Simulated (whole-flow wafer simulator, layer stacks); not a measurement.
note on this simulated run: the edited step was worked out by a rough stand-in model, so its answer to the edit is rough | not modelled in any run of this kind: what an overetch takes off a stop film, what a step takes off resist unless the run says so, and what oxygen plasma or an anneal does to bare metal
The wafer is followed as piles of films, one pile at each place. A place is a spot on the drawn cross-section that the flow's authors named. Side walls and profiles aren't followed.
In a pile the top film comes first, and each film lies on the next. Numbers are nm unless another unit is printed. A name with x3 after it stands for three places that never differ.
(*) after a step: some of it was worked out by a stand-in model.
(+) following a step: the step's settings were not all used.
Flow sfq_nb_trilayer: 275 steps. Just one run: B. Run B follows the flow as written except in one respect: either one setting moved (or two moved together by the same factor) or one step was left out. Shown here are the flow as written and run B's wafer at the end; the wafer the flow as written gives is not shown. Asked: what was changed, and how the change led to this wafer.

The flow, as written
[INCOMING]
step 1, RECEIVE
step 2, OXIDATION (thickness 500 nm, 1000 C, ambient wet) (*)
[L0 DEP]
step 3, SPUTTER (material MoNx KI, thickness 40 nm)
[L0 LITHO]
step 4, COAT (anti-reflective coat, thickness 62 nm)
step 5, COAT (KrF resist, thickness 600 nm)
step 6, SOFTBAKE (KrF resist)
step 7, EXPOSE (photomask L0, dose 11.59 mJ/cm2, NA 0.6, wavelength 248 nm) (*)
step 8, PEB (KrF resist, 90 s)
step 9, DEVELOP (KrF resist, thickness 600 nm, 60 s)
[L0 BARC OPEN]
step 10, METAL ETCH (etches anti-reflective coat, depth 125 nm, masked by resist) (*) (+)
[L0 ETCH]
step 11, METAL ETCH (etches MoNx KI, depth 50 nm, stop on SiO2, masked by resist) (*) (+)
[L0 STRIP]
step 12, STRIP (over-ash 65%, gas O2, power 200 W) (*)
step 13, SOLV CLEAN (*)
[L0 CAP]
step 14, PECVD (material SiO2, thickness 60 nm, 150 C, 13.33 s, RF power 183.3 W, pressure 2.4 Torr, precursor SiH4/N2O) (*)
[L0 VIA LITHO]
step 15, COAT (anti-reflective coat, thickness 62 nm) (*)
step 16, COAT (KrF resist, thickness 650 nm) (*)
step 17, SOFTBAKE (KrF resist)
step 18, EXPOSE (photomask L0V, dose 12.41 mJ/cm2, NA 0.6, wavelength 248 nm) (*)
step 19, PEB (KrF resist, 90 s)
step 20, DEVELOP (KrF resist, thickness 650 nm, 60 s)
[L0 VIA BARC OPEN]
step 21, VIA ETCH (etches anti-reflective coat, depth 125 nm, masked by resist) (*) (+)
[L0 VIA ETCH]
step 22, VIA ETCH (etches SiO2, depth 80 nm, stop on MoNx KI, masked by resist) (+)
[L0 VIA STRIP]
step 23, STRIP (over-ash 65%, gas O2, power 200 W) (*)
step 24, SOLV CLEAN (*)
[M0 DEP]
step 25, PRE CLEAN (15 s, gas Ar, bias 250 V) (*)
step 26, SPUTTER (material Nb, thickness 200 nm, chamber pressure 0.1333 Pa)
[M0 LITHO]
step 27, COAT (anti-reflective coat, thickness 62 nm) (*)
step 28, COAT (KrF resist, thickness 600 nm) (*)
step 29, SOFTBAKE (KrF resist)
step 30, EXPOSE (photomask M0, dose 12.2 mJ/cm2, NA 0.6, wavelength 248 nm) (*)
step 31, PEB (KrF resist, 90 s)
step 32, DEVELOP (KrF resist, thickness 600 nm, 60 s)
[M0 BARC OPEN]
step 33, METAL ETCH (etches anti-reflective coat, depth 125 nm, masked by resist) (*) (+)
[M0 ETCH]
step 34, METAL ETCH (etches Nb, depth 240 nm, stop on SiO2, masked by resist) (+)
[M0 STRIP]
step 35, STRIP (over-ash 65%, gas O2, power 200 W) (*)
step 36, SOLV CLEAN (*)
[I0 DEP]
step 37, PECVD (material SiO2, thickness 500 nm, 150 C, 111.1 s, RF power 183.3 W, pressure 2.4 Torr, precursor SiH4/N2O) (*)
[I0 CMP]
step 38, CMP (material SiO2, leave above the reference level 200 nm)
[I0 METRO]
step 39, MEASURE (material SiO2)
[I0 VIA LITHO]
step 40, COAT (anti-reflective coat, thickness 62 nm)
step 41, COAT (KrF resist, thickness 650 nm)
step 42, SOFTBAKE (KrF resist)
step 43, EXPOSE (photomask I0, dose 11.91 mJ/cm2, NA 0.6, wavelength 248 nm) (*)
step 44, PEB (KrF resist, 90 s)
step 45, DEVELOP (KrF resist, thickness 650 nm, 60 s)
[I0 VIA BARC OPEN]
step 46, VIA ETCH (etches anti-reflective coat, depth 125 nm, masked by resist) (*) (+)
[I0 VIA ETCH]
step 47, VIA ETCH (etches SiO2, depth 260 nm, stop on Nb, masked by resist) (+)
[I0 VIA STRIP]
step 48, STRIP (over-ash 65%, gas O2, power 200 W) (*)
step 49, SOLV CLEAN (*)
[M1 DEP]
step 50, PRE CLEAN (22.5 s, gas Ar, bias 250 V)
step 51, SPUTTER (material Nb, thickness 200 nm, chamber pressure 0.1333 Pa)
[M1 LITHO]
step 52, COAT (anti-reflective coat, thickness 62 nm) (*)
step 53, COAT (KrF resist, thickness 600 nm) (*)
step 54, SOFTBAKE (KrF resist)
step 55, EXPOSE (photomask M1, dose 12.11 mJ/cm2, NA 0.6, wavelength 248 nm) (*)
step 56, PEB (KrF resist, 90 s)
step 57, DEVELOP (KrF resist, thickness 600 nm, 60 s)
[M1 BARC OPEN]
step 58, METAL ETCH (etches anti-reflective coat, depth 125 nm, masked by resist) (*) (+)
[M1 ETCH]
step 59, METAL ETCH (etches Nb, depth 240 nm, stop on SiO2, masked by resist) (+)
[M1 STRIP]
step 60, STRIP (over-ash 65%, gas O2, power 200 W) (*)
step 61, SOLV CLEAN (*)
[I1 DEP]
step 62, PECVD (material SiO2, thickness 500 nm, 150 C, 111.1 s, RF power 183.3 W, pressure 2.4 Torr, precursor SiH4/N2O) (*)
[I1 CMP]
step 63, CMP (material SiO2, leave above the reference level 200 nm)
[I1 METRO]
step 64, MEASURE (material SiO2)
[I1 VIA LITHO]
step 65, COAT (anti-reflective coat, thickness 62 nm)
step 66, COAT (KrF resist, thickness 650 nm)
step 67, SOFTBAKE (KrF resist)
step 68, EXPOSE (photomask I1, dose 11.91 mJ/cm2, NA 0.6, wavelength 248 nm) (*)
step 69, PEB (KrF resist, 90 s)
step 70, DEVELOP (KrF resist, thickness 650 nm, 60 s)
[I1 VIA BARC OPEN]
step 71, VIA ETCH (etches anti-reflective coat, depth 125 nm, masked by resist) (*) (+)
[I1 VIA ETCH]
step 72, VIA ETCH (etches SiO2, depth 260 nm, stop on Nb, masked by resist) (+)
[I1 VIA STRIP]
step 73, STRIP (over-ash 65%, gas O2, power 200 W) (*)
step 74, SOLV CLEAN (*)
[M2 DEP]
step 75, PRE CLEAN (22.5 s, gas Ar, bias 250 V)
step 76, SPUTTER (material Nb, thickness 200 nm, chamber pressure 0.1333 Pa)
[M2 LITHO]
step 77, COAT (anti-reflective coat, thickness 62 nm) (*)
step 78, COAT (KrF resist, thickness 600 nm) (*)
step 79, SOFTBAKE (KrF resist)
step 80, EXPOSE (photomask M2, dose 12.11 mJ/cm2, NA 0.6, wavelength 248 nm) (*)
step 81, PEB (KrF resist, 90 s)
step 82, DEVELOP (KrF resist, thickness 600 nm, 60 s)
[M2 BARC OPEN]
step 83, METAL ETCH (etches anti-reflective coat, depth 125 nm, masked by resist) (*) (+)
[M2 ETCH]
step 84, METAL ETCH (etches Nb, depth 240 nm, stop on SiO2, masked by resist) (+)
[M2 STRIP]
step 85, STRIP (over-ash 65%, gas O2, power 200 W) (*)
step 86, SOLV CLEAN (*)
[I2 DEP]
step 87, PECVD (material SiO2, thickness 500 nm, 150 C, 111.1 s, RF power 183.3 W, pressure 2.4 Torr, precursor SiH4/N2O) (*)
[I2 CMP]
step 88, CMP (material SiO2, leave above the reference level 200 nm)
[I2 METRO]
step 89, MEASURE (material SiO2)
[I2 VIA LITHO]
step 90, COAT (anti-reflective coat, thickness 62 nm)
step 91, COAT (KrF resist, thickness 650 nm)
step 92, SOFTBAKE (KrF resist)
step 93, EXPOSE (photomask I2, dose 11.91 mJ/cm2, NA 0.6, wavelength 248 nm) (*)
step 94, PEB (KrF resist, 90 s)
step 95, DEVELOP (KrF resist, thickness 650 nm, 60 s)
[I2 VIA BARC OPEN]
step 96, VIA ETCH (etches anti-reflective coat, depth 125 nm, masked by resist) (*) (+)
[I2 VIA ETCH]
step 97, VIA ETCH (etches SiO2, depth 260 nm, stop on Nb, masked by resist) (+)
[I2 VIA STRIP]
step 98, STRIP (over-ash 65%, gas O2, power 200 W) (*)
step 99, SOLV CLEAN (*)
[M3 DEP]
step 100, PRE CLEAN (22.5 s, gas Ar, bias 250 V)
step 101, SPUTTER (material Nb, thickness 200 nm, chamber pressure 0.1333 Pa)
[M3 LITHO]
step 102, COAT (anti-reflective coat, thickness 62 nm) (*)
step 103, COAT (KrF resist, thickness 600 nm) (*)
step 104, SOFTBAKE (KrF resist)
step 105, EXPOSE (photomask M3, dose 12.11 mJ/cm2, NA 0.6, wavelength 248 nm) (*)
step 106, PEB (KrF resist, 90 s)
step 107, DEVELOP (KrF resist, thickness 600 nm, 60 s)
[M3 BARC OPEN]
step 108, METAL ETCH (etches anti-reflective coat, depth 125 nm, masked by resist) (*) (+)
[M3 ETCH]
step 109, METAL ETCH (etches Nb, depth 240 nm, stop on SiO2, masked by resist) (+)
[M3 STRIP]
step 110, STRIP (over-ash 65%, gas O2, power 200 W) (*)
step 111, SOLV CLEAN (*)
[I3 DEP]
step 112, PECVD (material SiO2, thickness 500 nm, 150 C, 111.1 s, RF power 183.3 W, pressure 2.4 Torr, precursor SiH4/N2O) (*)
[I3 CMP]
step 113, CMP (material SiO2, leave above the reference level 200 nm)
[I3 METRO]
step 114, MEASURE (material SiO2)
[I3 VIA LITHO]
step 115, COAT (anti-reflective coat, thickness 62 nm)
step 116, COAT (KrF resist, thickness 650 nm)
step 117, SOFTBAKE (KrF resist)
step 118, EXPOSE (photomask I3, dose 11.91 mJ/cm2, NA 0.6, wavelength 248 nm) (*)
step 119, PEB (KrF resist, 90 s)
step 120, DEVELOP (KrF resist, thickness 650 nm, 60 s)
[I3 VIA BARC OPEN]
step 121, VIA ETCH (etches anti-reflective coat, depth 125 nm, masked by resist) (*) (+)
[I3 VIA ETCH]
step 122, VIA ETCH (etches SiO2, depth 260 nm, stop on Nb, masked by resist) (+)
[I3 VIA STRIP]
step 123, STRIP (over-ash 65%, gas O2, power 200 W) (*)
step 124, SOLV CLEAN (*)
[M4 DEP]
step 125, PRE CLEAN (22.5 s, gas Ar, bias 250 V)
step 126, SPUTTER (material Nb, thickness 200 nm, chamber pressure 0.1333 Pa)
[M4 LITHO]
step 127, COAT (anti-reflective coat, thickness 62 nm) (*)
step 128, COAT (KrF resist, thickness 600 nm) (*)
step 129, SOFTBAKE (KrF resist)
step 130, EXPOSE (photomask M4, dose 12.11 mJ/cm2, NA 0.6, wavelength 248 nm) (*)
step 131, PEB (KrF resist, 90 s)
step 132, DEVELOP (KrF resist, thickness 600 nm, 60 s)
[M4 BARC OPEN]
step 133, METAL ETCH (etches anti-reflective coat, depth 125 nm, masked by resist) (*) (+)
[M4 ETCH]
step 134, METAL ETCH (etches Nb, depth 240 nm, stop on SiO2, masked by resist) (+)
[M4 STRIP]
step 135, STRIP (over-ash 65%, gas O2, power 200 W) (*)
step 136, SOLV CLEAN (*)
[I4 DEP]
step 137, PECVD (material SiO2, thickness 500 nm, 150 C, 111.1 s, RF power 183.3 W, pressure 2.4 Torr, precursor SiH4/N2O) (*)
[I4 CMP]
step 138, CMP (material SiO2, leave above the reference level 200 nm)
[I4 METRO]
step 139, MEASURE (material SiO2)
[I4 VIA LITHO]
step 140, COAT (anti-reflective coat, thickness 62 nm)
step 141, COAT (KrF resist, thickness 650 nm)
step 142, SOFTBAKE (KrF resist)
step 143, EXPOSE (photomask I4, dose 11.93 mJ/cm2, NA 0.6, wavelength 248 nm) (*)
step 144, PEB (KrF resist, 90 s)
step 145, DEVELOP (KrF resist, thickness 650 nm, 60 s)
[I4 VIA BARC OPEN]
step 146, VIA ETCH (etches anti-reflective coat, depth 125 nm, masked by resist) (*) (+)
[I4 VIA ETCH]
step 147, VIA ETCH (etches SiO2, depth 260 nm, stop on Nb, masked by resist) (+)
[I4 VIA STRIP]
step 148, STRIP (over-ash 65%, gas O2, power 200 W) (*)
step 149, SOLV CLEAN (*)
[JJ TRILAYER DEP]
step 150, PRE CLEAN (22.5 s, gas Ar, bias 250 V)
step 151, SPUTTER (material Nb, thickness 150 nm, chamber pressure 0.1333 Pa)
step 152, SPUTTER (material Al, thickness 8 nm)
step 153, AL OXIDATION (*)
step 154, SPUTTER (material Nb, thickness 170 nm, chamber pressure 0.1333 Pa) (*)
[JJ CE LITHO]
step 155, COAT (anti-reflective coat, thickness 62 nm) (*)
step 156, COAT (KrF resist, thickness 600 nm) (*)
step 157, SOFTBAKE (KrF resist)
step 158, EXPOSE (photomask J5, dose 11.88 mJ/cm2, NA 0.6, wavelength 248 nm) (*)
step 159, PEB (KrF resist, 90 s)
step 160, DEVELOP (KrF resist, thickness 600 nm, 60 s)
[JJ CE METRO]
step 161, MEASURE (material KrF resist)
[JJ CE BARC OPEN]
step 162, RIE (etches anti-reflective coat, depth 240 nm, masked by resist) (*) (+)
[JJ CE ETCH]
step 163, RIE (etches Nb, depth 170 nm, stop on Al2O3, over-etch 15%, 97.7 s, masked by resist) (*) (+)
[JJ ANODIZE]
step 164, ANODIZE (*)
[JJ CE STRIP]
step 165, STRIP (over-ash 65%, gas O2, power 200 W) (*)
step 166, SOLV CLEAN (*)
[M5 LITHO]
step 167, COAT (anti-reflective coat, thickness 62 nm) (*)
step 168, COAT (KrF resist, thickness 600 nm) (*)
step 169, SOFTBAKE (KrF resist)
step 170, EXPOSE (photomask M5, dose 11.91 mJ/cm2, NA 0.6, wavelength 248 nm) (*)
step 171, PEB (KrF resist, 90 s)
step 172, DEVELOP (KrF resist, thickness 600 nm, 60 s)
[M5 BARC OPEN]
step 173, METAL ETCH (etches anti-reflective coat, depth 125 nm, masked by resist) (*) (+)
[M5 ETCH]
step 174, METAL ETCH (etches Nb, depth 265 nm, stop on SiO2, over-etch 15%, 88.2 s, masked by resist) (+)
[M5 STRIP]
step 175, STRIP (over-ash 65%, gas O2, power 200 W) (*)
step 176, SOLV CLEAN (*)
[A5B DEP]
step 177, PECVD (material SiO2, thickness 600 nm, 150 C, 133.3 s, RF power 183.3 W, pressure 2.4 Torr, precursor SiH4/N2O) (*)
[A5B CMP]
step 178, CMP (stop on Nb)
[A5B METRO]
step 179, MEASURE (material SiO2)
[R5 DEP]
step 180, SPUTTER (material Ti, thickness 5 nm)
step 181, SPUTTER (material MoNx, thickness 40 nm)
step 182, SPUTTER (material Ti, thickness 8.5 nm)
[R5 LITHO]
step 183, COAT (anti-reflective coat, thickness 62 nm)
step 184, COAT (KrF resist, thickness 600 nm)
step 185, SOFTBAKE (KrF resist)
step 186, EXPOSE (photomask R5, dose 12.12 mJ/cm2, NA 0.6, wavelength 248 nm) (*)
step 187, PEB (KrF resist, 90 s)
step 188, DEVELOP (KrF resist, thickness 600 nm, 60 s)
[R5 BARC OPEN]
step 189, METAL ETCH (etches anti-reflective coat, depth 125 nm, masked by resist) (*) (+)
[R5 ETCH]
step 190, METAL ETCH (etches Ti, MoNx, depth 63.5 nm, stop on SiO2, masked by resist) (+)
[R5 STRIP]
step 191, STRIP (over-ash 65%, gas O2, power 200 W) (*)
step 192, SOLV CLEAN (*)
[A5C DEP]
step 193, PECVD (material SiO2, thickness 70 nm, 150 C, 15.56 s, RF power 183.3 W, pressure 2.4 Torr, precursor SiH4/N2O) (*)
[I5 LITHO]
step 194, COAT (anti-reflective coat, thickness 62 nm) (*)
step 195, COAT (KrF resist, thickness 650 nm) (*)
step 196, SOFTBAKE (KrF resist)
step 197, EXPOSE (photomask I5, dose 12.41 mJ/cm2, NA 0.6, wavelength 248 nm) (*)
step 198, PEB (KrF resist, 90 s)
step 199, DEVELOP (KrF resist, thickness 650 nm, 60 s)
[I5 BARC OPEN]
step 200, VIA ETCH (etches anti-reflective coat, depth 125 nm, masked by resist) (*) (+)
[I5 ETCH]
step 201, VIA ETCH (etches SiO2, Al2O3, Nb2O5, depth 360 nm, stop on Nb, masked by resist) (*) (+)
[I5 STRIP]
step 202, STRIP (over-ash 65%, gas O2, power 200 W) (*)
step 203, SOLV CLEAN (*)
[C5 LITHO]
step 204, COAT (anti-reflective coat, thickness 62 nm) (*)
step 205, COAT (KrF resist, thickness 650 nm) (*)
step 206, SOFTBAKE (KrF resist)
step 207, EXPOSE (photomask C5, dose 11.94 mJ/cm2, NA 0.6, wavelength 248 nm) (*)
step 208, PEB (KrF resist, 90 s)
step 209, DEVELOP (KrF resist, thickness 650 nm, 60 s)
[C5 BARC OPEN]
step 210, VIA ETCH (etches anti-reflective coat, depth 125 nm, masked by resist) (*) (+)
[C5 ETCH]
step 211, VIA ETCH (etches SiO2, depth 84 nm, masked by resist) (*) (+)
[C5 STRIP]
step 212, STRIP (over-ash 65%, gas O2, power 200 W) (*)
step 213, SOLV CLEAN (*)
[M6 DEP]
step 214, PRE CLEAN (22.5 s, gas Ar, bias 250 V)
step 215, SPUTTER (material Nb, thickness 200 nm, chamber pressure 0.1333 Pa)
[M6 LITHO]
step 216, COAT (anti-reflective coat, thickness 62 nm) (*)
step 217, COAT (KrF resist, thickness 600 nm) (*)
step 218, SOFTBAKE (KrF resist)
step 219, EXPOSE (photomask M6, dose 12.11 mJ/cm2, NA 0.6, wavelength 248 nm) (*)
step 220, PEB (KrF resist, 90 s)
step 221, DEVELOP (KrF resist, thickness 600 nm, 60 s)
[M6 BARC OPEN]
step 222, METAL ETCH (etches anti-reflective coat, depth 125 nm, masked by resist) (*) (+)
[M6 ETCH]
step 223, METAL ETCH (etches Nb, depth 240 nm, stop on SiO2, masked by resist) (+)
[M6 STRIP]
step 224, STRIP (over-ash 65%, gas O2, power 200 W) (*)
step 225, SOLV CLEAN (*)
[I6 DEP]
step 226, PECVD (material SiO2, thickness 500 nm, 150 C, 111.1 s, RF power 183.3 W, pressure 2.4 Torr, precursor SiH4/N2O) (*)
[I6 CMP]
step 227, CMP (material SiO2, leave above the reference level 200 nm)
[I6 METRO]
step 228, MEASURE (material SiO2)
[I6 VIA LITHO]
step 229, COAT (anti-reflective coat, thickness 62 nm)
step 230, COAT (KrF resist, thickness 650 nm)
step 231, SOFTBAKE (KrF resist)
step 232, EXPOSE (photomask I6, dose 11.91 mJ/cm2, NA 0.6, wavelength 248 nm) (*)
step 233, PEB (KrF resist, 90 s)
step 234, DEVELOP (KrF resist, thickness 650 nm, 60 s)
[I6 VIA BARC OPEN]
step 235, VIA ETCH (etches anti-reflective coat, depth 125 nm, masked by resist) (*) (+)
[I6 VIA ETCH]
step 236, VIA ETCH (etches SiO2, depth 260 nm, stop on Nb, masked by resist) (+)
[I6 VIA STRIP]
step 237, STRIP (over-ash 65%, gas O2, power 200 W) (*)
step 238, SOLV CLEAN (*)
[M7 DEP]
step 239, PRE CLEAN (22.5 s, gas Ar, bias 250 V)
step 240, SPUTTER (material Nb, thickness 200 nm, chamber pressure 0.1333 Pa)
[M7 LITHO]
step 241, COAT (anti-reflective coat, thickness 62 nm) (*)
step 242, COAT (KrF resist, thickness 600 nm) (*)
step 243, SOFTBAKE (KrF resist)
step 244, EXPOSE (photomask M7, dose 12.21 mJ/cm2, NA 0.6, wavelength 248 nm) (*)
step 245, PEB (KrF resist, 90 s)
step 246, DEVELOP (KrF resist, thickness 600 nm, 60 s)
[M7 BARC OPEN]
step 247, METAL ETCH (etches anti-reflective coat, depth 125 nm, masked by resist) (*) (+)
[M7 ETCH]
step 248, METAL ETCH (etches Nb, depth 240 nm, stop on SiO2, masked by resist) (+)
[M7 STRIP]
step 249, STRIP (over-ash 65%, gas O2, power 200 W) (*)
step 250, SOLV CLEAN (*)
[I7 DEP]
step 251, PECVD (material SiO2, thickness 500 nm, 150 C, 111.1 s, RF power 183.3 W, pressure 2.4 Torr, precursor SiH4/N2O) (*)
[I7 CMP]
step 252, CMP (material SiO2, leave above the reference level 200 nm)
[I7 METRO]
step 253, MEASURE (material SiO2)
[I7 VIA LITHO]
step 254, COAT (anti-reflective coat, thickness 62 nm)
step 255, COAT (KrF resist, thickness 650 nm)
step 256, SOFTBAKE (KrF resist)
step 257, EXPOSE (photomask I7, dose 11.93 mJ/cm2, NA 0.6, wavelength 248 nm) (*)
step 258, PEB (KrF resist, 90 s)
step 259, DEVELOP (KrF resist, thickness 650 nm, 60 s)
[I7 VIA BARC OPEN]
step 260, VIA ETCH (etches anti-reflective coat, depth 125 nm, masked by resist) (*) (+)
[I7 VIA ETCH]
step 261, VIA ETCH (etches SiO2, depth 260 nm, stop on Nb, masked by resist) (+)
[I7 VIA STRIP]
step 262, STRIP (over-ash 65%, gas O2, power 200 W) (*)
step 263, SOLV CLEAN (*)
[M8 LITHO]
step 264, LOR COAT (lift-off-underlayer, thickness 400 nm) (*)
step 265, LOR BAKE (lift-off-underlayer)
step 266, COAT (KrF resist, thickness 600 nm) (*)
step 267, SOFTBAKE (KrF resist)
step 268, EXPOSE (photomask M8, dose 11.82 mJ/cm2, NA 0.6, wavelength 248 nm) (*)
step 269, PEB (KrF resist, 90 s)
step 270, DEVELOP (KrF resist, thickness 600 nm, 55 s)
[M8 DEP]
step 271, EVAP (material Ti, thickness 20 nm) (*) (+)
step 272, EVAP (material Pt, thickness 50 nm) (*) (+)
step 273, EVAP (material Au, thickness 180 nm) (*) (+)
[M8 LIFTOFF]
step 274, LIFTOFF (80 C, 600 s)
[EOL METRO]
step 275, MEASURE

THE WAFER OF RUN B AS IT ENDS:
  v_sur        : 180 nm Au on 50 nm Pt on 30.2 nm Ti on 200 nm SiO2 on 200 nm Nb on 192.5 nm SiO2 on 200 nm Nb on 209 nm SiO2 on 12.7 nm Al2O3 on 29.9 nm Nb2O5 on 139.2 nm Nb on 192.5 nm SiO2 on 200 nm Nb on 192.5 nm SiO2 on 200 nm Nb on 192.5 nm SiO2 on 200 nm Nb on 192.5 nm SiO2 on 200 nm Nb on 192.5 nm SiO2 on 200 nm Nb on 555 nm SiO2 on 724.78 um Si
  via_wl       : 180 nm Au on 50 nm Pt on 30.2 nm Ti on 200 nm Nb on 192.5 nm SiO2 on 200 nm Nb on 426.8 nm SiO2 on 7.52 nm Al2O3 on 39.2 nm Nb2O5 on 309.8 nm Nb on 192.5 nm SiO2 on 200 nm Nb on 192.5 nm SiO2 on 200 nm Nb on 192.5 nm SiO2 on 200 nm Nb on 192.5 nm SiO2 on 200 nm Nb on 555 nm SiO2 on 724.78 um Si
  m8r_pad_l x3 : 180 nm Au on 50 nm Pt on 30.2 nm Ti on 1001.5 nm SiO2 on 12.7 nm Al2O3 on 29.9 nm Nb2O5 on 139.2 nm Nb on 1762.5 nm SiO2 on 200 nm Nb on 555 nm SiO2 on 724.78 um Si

Cause: step 271, EVAP: thickness 30.2 nm was run, though the flow has thickness 20 nm.
The wafer itself shows it: v_sur has Ti 30.2, and step 271 as written asks for 20 nm.

The path from the change to this, step by step:
  step 271, EVAP (material Ti, thickness 20 nm) (*) (+)
      field_l, v_sur, via_wl and 103 more: +30.2 Ti (new film) (as written it would have been: +20 Ti (new film))
  step 274, LIFTOFF (80 C, 600 s)
      p4_fl x3, p4_w1 x9, p4_g1 x2 and 60 more: -180 Au (all of it), -50 Pt (all of it), -30.2 Ti (all of it), -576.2 KrF resist (all of it), -400 lift-off-underlayer (all of it) (as written it would have been: -180 Au (all of it), -50 Pt (all of it), -20 Ti (all of it), -576.2 KrF resist (all of it), -400 lift-off-underlayer (all of it))
      c5j, ce_r: -180 Au (all of it), -50 Pt (all of it), -30.2 Ti (all of it), -573.3 KrF resist (all of it), -399.3 lift-off-underlayer (all of it) (as written it would have been: -180 Au (all of it), -50 Pt (all of it), -20 Ti (all of it), -573.3 KrF resist (all of it), -399.3 lift-off-underlayer (all of it))
      (as well as at 19 more places)
